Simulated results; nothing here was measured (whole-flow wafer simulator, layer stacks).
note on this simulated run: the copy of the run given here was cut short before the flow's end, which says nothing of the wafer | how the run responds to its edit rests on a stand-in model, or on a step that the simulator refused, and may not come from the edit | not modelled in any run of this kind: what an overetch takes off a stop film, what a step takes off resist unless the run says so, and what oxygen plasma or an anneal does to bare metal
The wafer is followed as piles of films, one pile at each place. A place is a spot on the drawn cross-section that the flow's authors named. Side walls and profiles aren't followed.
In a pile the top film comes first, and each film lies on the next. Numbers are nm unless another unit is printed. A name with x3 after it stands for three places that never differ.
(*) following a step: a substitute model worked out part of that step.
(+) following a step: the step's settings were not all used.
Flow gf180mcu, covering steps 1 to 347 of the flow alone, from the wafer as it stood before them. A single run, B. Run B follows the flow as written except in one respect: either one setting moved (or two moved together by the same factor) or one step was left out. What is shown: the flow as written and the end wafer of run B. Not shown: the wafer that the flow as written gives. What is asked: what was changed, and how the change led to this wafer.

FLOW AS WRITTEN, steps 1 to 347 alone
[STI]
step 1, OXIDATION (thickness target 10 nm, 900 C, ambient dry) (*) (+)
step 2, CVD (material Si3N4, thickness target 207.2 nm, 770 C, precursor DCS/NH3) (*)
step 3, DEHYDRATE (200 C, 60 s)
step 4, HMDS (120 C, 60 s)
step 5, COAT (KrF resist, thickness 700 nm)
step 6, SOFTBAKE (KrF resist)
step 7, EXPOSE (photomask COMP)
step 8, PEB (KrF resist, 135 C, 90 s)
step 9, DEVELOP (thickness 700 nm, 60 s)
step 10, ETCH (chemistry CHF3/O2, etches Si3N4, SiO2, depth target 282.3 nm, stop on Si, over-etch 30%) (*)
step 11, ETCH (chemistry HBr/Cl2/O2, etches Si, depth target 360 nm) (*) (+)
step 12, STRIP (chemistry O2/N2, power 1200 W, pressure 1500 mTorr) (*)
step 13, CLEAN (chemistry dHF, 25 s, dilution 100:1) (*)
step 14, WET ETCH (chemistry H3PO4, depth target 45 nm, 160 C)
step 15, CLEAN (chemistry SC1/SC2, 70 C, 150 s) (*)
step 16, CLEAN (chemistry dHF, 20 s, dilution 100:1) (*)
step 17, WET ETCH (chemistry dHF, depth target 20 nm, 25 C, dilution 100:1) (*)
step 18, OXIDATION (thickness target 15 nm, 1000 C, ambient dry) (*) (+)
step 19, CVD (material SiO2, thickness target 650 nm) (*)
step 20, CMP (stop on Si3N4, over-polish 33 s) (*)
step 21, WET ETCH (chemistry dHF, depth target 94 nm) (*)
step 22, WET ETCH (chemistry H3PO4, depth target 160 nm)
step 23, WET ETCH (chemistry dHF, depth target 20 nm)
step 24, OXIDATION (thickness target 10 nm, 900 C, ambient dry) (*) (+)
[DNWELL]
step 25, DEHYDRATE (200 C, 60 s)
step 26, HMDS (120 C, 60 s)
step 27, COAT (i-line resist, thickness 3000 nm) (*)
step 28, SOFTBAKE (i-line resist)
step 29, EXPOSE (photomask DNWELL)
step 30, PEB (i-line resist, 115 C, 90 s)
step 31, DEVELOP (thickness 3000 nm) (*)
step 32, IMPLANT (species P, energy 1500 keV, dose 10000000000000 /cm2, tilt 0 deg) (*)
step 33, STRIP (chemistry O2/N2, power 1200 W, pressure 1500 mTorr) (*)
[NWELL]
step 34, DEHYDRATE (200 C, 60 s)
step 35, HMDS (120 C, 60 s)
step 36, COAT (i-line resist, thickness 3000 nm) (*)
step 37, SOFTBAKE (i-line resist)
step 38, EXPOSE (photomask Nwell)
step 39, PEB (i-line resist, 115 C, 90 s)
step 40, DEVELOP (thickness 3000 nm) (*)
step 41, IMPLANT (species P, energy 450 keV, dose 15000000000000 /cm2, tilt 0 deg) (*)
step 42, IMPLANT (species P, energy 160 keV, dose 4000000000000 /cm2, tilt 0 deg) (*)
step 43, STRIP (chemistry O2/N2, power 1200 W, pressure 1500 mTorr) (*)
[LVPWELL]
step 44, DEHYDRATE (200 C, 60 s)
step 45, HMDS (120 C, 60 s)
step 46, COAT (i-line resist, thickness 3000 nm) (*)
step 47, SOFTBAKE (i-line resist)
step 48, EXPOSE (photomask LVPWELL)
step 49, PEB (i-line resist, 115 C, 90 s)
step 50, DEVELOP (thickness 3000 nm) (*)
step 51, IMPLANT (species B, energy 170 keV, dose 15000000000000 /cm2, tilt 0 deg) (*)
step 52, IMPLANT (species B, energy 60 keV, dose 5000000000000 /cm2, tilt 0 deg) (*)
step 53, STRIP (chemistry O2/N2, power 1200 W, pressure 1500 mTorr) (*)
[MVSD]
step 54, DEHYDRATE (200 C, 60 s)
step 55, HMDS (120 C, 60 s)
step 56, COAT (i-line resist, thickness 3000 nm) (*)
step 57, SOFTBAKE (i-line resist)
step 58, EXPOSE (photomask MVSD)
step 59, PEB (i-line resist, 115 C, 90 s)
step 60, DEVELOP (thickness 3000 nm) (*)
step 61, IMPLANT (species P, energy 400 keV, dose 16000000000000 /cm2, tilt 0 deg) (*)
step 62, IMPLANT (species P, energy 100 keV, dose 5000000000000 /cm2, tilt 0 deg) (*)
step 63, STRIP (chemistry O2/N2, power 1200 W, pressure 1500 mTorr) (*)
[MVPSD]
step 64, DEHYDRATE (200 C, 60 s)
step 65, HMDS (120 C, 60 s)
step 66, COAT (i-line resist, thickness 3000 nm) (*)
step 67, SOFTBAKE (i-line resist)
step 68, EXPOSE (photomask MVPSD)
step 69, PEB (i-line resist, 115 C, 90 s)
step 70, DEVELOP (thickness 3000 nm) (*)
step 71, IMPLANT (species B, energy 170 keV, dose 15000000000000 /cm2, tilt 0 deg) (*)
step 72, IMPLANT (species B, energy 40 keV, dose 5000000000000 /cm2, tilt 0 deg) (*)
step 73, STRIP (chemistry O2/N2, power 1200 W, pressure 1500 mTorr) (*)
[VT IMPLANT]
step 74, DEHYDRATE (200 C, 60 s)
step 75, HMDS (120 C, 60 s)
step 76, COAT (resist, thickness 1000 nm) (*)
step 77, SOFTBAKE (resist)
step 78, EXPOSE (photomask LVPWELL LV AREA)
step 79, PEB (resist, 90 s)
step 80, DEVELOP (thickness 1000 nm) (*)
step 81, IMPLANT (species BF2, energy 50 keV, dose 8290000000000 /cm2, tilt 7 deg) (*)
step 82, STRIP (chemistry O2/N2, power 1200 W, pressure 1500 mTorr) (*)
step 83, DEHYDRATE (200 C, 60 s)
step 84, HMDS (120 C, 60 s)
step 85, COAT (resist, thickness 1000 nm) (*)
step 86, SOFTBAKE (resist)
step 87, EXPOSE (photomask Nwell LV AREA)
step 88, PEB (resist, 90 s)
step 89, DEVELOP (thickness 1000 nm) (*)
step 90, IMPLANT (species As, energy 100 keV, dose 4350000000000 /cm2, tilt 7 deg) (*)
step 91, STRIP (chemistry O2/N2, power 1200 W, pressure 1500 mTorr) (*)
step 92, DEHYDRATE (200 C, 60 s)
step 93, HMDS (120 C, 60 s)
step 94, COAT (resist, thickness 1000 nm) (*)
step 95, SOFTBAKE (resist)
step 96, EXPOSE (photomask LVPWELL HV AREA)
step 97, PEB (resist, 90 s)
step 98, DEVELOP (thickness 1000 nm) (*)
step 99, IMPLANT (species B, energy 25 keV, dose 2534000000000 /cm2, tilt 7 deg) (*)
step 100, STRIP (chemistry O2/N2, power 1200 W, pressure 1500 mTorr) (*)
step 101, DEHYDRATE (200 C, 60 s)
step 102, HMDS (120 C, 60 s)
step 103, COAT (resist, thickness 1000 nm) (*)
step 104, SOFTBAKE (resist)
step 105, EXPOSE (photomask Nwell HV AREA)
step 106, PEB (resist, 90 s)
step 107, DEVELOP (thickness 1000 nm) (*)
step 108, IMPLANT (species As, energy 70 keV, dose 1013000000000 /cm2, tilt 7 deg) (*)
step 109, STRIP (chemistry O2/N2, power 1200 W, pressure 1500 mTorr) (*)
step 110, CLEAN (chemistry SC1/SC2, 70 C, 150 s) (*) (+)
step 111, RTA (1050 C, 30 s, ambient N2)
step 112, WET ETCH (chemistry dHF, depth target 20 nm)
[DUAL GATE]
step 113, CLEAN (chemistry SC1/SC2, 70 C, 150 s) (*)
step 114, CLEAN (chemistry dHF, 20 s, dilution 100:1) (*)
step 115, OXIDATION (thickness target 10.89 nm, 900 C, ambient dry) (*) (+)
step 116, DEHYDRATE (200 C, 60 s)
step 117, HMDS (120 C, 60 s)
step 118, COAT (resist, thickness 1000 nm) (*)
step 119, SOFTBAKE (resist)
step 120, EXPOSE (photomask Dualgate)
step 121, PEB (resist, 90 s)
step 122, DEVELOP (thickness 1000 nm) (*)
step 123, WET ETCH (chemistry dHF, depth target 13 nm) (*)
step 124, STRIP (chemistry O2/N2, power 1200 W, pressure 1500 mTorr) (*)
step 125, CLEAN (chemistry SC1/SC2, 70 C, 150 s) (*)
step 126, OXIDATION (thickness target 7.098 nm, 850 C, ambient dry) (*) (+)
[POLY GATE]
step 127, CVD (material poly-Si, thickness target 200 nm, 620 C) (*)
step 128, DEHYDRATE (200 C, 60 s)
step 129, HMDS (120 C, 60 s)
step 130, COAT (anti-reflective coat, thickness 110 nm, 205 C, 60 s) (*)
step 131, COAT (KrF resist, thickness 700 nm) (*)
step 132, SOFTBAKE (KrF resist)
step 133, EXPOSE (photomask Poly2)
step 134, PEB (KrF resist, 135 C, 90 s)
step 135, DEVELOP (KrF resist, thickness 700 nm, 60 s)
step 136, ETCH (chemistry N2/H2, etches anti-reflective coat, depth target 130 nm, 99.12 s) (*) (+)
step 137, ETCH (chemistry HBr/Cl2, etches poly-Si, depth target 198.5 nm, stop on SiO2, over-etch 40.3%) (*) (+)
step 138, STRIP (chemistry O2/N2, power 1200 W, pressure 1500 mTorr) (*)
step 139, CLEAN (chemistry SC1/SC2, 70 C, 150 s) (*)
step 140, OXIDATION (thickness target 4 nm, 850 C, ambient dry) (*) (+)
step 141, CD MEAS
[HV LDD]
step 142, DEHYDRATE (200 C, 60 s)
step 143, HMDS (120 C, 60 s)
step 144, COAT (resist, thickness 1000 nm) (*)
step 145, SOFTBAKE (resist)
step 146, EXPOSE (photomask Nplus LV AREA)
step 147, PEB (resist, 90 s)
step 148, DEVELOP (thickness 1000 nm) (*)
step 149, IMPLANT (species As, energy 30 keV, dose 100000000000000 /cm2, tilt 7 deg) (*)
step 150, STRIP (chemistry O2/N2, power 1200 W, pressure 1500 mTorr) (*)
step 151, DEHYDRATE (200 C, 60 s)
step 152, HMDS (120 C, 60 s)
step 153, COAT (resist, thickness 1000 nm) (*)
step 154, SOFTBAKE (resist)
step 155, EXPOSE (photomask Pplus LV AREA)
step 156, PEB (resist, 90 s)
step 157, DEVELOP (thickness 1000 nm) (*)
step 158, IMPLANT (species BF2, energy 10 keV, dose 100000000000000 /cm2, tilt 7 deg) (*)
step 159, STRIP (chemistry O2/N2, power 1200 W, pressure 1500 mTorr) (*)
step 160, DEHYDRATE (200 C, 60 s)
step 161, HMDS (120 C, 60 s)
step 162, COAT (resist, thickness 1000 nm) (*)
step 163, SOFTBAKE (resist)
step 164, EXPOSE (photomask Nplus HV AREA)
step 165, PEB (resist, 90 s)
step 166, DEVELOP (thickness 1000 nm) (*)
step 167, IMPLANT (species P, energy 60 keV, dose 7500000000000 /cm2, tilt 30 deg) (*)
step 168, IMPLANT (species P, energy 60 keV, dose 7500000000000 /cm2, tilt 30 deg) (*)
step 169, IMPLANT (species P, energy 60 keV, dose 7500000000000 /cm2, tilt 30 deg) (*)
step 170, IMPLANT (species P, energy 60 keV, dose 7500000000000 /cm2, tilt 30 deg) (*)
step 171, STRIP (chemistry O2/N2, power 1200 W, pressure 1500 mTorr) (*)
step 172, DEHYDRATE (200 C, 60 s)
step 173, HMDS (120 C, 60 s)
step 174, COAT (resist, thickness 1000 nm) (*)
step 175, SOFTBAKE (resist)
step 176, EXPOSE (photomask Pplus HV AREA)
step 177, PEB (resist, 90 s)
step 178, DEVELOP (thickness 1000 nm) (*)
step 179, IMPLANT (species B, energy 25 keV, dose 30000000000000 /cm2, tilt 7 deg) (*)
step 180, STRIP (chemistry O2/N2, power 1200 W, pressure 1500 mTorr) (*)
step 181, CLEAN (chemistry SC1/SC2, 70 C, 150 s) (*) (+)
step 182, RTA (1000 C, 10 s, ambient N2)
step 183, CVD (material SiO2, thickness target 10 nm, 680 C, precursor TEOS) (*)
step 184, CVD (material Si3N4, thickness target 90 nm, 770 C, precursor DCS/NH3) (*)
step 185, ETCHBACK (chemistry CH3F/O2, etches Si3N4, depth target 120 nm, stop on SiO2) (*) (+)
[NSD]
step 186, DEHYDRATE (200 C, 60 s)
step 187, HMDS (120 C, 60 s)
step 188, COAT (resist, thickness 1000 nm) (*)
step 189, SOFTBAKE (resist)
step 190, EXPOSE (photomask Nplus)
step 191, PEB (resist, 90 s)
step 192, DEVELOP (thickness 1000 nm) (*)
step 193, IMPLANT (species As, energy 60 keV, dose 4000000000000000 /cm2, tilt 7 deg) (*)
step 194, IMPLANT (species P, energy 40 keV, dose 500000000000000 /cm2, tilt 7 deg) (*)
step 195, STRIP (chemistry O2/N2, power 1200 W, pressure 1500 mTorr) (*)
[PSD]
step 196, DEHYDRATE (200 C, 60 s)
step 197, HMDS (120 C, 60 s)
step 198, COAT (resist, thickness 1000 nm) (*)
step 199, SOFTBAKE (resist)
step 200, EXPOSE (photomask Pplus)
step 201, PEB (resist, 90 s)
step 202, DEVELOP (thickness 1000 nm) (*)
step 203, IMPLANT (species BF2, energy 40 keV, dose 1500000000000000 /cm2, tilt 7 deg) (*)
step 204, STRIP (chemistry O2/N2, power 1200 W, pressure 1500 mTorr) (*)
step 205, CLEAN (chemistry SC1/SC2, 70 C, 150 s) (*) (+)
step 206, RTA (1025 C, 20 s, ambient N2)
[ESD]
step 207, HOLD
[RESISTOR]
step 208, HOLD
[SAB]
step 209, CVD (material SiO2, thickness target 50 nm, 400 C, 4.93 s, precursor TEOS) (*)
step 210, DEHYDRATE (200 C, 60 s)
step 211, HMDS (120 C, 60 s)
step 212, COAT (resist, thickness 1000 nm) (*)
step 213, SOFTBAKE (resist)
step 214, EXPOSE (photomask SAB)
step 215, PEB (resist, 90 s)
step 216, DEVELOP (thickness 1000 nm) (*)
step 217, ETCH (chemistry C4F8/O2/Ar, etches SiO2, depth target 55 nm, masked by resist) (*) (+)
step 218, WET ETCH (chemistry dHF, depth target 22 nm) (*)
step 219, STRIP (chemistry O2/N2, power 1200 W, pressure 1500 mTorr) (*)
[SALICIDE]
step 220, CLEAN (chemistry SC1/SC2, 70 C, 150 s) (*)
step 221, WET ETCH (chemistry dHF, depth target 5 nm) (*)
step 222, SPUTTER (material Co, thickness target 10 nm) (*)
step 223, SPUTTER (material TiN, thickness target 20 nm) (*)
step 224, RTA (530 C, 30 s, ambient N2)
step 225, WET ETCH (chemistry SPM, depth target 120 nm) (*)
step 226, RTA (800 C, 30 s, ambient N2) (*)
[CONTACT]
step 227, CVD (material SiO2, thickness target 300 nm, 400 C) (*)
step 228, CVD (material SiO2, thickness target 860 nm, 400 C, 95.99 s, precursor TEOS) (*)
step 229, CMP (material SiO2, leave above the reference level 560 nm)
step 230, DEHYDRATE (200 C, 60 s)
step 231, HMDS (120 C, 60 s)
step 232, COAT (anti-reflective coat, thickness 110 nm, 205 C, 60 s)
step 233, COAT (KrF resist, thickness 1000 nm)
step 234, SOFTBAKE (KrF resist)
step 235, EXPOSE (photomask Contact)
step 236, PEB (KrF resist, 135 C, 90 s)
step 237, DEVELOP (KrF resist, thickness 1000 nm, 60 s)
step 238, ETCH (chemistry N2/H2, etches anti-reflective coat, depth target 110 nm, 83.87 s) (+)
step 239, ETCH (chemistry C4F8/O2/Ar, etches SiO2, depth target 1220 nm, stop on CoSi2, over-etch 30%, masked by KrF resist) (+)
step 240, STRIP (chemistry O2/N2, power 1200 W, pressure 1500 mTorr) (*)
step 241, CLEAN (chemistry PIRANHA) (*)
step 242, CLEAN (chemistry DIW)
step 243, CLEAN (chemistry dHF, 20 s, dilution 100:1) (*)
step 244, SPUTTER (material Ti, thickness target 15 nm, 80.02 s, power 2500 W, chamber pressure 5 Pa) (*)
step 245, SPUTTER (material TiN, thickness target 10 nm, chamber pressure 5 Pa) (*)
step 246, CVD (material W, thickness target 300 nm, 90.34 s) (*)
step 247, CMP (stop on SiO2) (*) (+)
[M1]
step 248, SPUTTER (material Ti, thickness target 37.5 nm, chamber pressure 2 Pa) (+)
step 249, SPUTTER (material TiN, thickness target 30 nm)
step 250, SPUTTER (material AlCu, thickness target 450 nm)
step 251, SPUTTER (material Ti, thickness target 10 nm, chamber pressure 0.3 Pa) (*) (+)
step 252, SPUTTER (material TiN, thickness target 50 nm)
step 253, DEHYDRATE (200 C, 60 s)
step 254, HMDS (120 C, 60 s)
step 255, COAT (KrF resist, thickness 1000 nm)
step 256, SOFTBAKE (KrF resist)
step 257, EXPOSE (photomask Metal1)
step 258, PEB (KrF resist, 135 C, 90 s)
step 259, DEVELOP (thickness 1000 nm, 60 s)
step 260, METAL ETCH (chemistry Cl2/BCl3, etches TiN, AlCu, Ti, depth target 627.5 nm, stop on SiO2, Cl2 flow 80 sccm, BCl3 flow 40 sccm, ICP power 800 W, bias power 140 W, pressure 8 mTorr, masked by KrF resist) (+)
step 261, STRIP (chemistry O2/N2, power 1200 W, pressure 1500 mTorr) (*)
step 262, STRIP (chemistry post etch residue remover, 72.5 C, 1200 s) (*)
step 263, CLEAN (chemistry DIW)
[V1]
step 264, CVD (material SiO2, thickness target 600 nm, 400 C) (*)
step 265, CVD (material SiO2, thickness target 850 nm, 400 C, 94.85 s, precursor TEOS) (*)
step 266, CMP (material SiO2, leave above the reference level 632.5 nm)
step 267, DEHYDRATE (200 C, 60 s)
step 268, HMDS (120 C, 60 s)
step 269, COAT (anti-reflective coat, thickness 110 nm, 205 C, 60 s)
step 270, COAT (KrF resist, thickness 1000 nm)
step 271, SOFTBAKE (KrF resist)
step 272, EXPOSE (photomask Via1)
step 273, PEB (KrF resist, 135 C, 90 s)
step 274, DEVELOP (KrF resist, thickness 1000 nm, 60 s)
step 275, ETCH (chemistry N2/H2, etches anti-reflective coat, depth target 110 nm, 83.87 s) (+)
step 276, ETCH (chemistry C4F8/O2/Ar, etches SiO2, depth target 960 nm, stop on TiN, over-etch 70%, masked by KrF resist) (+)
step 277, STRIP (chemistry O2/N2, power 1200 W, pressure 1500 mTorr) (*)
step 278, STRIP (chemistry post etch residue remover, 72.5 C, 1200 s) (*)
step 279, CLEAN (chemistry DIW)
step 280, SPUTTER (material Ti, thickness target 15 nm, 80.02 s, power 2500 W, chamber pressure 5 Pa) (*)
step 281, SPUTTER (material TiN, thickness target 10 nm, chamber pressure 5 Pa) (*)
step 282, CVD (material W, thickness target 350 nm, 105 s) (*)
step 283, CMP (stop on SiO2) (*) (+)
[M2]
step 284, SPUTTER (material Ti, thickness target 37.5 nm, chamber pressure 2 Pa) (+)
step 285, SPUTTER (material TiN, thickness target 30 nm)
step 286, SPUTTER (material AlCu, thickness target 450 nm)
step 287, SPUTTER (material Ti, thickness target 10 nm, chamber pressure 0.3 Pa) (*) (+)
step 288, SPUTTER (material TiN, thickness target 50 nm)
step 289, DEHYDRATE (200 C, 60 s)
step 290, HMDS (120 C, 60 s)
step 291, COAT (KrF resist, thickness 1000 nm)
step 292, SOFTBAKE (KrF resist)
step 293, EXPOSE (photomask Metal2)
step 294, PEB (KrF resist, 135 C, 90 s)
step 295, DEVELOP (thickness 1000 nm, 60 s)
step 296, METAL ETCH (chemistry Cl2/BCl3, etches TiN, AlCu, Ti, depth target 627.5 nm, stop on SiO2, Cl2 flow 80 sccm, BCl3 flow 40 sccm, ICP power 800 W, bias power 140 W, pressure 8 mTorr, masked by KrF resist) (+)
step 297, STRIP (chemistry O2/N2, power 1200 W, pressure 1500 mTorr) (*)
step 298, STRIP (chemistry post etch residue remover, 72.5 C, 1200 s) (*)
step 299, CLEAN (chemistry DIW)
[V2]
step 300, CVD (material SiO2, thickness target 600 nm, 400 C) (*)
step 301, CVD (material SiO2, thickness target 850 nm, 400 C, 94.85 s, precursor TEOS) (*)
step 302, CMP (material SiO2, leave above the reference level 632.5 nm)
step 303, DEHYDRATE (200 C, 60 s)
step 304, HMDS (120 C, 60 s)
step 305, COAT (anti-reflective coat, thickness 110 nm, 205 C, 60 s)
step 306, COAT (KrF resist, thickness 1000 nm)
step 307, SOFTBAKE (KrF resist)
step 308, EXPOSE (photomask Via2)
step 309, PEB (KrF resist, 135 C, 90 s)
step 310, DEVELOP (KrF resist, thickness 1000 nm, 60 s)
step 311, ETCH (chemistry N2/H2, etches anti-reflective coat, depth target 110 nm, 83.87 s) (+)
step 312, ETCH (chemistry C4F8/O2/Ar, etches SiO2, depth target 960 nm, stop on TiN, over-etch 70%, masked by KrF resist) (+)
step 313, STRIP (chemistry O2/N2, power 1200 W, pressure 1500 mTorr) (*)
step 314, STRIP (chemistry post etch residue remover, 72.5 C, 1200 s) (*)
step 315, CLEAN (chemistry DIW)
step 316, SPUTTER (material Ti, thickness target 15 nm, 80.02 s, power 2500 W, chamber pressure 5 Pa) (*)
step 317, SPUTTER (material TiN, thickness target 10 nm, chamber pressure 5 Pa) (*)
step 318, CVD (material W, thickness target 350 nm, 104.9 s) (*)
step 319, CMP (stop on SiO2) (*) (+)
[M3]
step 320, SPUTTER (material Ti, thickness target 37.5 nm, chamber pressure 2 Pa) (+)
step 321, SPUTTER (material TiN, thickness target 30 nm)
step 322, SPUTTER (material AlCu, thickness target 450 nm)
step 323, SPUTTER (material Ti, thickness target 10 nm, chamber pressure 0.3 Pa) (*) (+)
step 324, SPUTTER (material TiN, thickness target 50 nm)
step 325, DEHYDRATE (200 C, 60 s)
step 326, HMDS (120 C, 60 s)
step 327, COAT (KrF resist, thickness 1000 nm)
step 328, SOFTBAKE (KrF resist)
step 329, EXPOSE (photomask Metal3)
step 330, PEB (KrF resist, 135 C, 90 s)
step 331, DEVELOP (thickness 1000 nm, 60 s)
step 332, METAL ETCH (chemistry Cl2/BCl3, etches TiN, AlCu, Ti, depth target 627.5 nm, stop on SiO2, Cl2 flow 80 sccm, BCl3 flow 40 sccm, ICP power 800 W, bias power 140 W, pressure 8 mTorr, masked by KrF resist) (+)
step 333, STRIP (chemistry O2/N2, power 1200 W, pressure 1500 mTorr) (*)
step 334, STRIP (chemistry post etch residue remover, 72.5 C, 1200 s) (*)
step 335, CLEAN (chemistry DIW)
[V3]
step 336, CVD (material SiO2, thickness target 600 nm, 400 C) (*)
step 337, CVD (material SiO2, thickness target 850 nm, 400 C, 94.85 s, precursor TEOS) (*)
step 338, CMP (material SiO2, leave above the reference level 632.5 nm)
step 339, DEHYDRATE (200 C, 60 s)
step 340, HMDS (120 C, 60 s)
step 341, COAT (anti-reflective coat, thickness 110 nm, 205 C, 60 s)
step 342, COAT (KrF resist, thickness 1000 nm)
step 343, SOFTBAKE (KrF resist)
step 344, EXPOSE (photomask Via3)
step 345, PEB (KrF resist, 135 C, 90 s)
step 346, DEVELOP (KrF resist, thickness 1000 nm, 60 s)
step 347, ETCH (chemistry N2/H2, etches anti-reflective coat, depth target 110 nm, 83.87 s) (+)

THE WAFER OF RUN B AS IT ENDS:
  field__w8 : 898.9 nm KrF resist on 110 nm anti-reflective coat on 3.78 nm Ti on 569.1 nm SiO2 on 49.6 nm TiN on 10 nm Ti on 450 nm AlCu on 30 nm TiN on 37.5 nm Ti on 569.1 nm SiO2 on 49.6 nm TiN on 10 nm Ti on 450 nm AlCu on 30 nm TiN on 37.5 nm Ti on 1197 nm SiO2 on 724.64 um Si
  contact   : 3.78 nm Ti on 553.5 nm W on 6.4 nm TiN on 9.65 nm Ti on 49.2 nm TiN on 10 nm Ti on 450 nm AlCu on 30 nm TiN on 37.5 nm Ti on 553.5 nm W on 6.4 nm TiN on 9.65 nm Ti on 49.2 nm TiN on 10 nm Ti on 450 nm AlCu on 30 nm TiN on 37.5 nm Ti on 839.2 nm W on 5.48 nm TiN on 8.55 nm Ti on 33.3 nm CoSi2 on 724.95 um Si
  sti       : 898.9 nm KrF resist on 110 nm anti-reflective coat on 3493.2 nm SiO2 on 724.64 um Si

Cause: step 322, SPUTTER: material AlCu, thickness target 450 nm, was skipped.

Step by step, how the change led to this:
  step 332, METAL ETCH (chemistry Cl2/BCl3, etches TiN, AlCu, Ti, depth target 627.5 nm, stop on SiO2, Cl2 flow 80 sccm, BCl3 flow 40 sccm, ICP power 800 W, bias power 140 W, pressure 8 mTorr, masked by KrF resist) (+)
      field, field__w1, field__w2 and 103 more: TiN loses 50 (all of it), Ti loses 10 (all of it), TiN loses 30 (all of it), Ti loses 37.5 (all of it) (as written it would have been: TiN loses 50 (all of it), Ti loses 10 (all of it), AlCu loses 450 (all of it), TiN loses 30 (all of it), Ti loses 37.5 (all of it))
      field__w8, contact, m1, m1__w1, m1_nw: KrF resist loses 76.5 (as written it would have been: KrF resist loses 251)
  step 333, STRIP (chemistry O2/N2, power 1200 W, pressure 1500 mTorr) (*)
      field__w8, contact, m1, m1__w1, m1_nw: KrF resist loses 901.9 (all of it) (as written it would have been: KrF resist loses 727.4 (all of it))
  step 338, CMP (material SiO2, leave above the reference level 632.5 nm)
      field__w8, contact, m1, m1__w1, m1_nw: SiO2 loses 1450 (all of it), TiN loses 49.6 (all of it), Ti loses 10 (all of it), TiN loses 30 (all of it), Ti loses 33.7 (as written it would have been: SiO2 loses 877.1)
      field, field__w1, field__w2 and 103 more: SiO2 loses 1446.2 (as written it would have been: SiO2 loses 300)
  step 347, ETCH (chemistry N2/H2, etches anti-reflective coat, depth target 110 nm, 83.87 s) (+)
      contact: anti-reflective coat loses 110 (all of it) (as written it would have been: anti-reflective coat loses 110 (all of it), SiO2 loses 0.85)
